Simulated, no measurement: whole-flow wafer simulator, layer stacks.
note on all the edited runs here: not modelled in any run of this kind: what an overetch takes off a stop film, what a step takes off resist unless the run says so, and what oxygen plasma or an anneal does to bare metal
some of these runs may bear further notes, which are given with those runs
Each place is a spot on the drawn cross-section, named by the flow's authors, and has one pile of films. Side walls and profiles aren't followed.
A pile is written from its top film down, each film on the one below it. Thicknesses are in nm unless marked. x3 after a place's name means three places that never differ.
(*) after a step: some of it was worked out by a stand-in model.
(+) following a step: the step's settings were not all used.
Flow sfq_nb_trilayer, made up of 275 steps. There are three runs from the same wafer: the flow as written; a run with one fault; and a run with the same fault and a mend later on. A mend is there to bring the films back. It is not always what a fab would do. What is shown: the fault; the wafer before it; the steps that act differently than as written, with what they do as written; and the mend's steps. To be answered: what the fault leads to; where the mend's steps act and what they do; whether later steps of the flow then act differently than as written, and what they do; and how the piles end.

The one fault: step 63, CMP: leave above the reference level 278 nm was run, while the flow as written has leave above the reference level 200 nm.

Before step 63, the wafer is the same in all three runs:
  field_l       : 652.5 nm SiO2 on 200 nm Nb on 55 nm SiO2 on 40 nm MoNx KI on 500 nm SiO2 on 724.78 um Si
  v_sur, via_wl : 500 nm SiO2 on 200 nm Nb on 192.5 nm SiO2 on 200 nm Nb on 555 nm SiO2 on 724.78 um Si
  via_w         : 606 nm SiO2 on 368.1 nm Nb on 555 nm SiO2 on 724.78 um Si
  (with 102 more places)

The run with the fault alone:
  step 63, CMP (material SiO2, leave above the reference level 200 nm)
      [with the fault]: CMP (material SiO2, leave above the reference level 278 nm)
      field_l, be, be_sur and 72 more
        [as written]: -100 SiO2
        [with the fault]: -22 SiO2
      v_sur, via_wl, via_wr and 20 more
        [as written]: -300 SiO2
        [with the fault]: -222 SiO2
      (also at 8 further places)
  Later steps of the flow acting differently than as written (4 more steps, not shown, differ only slightly: by at most 2% or 0.5 nm, whichever is larger):
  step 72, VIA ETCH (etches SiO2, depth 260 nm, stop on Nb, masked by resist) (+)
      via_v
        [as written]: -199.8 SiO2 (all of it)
        [with the fault]: -260 SiO2
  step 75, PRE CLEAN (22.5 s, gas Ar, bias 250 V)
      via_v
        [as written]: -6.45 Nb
        [with the fault]: -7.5 SiO2
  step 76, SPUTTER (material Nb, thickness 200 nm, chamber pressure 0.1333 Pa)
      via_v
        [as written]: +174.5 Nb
        [with the fault]: +163.1 Nb (new film)
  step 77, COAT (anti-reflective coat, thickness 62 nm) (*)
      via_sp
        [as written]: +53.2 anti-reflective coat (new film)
        [with the fault]: +51.9 anti-reflective coat (new film)
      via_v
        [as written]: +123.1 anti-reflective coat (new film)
        [with the fault]: +136.1 anti-reflective coat (new film)
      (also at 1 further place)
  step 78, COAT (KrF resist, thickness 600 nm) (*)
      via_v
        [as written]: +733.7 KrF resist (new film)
        [with the fault]: +783.4 KrF resist (new film)
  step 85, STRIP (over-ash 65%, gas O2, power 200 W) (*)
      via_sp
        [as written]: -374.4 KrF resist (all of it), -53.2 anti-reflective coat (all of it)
        [with the fault]: -370.4 KrF resist (all of it), -51.9 anti-reflective coat (all of it)
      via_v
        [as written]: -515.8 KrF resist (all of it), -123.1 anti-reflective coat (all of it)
        [with the fault]: -565.3 KrF resist (all of it), -136.1 anti-reflective coat (all of it)
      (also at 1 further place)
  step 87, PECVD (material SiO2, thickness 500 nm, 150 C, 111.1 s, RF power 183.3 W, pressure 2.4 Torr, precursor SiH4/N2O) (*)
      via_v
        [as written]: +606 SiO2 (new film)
        [with the fault]: +678.7 SiO2 (new film)
  By the end, the piles at field_l, v_sur, via_wl and 103 more depart from the flow's by more than 2% or 0.5 nm, whichever is larger.
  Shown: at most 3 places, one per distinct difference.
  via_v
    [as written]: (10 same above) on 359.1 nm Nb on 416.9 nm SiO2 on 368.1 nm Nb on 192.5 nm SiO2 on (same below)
    [with the fault]: (10 same above) on 359.1 nm Nb on 489.6 nm SiO2 on 163.1 nm Nb on 10.3 nm SiO2 on 200 nm Nb on 192.5 nm SiO2 on (same below)
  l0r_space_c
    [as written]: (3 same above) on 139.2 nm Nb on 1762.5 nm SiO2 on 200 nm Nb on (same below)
    [with the fault]: (3 same above) on 139.2 nm Nb on 1840.5 nm SiO2 on 200 nm Nb on (same below)
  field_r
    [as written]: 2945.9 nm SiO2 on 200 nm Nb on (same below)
    [with the fault]: 3023.9 nm SiO2 on 200 nm Nb on (same below)

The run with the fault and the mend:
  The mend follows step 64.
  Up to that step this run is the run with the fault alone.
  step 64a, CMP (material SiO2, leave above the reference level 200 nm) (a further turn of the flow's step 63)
      field_l, v_sur, via_wl and 103 more
        -78 SiO2
  Later steps of the flow that are run all act as written at every place that is followed.
  At every place that both follow, the piles at the end match the flow's.
